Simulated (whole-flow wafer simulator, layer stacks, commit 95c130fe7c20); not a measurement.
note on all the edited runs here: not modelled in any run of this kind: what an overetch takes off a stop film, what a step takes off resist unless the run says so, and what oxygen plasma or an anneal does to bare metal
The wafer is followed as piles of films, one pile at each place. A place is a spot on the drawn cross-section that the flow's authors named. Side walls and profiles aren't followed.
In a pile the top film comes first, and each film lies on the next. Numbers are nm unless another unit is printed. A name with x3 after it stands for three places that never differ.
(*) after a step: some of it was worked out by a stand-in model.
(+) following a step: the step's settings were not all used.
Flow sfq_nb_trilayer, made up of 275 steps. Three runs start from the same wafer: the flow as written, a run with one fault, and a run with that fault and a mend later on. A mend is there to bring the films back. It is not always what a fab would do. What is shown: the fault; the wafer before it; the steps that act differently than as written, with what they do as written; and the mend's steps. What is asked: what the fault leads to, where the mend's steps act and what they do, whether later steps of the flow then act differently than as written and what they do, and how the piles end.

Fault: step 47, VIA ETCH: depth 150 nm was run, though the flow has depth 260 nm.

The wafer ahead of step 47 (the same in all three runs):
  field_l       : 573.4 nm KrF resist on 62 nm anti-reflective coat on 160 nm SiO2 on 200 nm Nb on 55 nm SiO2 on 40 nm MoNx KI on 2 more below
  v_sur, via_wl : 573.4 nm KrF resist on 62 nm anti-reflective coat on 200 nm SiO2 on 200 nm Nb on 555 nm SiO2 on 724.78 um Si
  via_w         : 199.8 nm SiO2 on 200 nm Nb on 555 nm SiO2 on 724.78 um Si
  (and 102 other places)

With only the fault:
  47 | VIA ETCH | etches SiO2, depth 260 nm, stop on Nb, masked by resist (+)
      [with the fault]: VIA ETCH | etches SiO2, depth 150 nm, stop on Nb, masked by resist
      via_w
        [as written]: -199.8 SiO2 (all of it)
        [with the fault]: -150 SiO2
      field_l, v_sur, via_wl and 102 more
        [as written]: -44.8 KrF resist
        [with the fault]: -25.9 KrF resist
  Steps further on in the flow that do not act as written (3 other steps are not shown; they differ only slightly, by no more than 2% or 0.5 nm, whichever is larger):
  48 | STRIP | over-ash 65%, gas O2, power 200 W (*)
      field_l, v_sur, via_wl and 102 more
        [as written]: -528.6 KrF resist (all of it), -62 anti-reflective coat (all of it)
        [with the fault]: -547.6 KrF resist (all of it), -62 anti-reflective coat (all of it)
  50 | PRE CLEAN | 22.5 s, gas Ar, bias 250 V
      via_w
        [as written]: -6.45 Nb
        [with the fault]: -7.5 SiO2
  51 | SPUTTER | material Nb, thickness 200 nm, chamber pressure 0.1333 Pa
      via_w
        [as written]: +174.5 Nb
        [with the fault]: +184.4 Nb (new film)
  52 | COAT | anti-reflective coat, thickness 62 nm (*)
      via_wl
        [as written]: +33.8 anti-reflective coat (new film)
        [with the fault]: +35.9 anti-reflective coat (new film)
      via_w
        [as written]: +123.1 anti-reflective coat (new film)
        [with the fault]: +111.5 anti-reflective coat (new film)
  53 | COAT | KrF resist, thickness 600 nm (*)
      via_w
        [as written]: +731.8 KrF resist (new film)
        [with the fault]: +692.2 KrF resist (new film)
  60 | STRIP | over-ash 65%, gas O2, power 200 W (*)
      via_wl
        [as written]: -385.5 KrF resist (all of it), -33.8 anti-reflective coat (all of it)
        [with the fault]: -389.3 KrF resist (all of it), -35.9 anti-reflective coat (all of it)
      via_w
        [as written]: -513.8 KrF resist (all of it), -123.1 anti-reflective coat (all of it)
        [with the fault]: -474.4 KrF resist (all of it), -111.5 anti-reflective coat (all of it)
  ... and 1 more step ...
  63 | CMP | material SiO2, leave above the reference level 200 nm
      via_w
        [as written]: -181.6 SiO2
        [with the fault]: -157.1 SiO2
  At via_w, the piles at the end differ from the flow's by more than 2% or 0.5 nm, whichever is larger.
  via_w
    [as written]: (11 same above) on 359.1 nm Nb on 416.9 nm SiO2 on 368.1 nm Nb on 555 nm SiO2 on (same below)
    [with the fault]: (11 same above) on 359.1 nm Nb on 358.2 nm SiO2 on 184.4 nm Nb on 42.3 nm SiO2 on 200 nm Nb on 555 nm SiO2 on (same below)

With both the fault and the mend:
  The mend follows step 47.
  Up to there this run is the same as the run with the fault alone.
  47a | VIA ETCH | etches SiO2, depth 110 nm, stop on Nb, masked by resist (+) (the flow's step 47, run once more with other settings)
      field_l, v_sur, via_wl and 102 more
        -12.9 KrF resist
      via_w
        -49.8 SiO2 (all of it)
  Every later step of the flow that is run acts as written, at every place that is followed, to within 2% or 0.5 nm, whichever is larger.
  By the end, the piles equal the flow's at every place that both follow.
